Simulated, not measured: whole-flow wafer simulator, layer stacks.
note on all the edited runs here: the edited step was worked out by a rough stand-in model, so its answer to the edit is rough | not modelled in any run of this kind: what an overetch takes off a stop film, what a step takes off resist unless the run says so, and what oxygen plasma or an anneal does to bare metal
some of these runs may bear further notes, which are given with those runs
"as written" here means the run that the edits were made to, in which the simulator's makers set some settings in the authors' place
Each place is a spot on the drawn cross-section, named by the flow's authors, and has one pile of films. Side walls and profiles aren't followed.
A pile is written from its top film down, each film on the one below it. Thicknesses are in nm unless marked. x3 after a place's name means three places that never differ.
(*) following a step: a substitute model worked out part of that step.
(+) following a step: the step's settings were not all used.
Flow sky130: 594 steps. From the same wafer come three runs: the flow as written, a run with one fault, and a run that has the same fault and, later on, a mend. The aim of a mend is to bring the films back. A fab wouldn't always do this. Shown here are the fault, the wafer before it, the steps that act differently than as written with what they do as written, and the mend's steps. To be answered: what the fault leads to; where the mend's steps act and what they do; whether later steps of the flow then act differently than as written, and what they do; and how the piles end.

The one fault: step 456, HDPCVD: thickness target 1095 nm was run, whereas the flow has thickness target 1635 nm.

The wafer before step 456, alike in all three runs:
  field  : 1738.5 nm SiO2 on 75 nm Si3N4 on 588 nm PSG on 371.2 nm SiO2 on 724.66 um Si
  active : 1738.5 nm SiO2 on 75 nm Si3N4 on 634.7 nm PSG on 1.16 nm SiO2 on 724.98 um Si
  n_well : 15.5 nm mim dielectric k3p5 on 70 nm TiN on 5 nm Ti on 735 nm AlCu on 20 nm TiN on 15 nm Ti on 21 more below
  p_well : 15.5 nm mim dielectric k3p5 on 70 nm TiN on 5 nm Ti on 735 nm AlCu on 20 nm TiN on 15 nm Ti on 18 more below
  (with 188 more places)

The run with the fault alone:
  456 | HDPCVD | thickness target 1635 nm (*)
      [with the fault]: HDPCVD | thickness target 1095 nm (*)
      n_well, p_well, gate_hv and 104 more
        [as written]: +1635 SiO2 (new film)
        [with the fault]: +1095 SiO2 (new film)
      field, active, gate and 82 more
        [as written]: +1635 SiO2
        [with the fault]: +1095 SiO2
  Later steps of the flow acting differently than as written (20 more steps, not shown, differ only slightly: by at most 2% or 0.5 nm, whichever is larger):
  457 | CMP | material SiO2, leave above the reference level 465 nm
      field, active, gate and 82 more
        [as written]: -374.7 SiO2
        [with the fault]: nothing
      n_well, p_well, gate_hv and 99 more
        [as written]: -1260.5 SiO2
        [with the fault]: -720.5 SiO2
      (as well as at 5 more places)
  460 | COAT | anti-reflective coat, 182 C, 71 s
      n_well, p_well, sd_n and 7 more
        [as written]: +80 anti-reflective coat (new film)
        [with the fault]: +3 anti-reflective coat (new film)
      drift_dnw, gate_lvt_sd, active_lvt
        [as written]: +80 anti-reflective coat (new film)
        [with the fault]: +83.1 anti-reflective coat (new film)
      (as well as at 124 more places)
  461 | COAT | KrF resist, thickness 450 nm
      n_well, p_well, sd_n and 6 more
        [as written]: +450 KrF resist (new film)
        [with the fault]: +350.3 KrF resist (new film)
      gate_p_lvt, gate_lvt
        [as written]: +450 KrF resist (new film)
        [with the fault]: +432.3 KrF resist (new film)
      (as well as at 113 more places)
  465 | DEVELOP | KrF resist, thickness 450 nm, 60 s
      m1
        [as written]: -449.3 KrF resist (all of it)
        [with the fault]: -411.3 KrF resist (all of it)
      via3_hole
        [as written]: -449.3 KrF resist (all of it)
        [with the fault]: -371.5 KrF resist (all of it)
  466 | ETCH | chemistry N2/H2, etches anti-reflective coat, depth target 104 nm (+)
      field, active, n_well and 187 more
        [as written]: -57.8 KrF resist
        [with the fault]: -8.14 KrF resist
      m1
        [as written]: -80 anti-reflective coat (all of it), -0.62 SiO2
        [with the fault]: -9.77 anti-reflective coat (all of it), -0.13 SiO2
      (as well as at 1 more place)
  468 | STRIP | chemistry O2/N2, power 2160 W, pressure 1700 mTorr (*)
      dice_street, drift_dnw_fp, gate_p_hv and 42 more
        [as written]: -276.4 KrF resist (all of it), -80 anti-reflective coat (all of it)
        [with the fault]: -326.1 KrF resist (all of it), -80 anti-reflective coat (all of it)
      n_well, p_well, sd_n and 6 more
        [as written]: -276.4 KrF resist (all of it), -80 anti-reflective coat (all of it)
        [with the fault]: -226.6 KrF resist (all of it), -3 anti-reflective coat (all of it)
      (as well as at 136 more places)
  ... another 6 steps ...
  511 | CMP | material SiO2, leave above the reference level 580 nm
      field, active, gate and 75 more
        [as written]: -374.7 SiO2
        [with the fault]: -393.2 SiO2
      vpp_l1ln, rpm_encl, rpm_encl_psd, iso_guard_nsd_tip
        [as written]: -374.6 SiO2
        [with the fault]: -393.2 SiO2
  The piles end different from the flow's at field, active, gate and 84 more by more than 2% or 0.5 nm, whichever is larger.
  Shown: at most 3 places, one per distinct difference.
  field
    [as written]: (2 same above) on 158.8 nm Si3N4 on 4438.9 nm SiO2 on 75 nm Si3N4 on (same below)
    [with the fault]: (2 same above) on 158.8 nm Si3N4 on 1451.3 nm SiO2 on 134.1 nm W on 20 nm TiN on 2833.5 nm SiO2 on 75 nm Si3N4 on (same below)
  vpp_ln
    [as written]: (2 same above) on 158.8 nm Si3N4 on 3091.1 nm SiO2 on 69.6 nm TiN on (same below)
    [with the fault]: (2 same above) on 158.8 nm Si3N4 on 1451.3 nm SiO2 on 134.1 nm W on 20 nm TiN on 1485.7 nm SiO2 on 69.6 nm TiN on (same below)
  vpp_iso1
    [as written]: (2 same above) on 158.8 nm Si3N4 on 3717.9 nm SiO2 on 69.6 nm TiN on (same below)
    [with the fault]: (2 same above) on 158.8 nm Si3N4 on 1451.3 nm SiO2 on 134.1 nm W on 20 nm TiN on 2112.5 nm SiO2 on 69.6 nm TiN on (same below)

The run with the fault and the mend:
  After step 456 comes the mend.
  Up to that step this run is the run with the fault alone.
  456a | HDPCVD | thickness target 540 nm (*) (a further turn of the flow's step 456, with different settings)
      field, active, n_well and 189 more
        +540 SiO2
  Every later step of the flow that is run acts as written at every place that is followed.
  At every place that both follow, the piles at the end match the flow's.
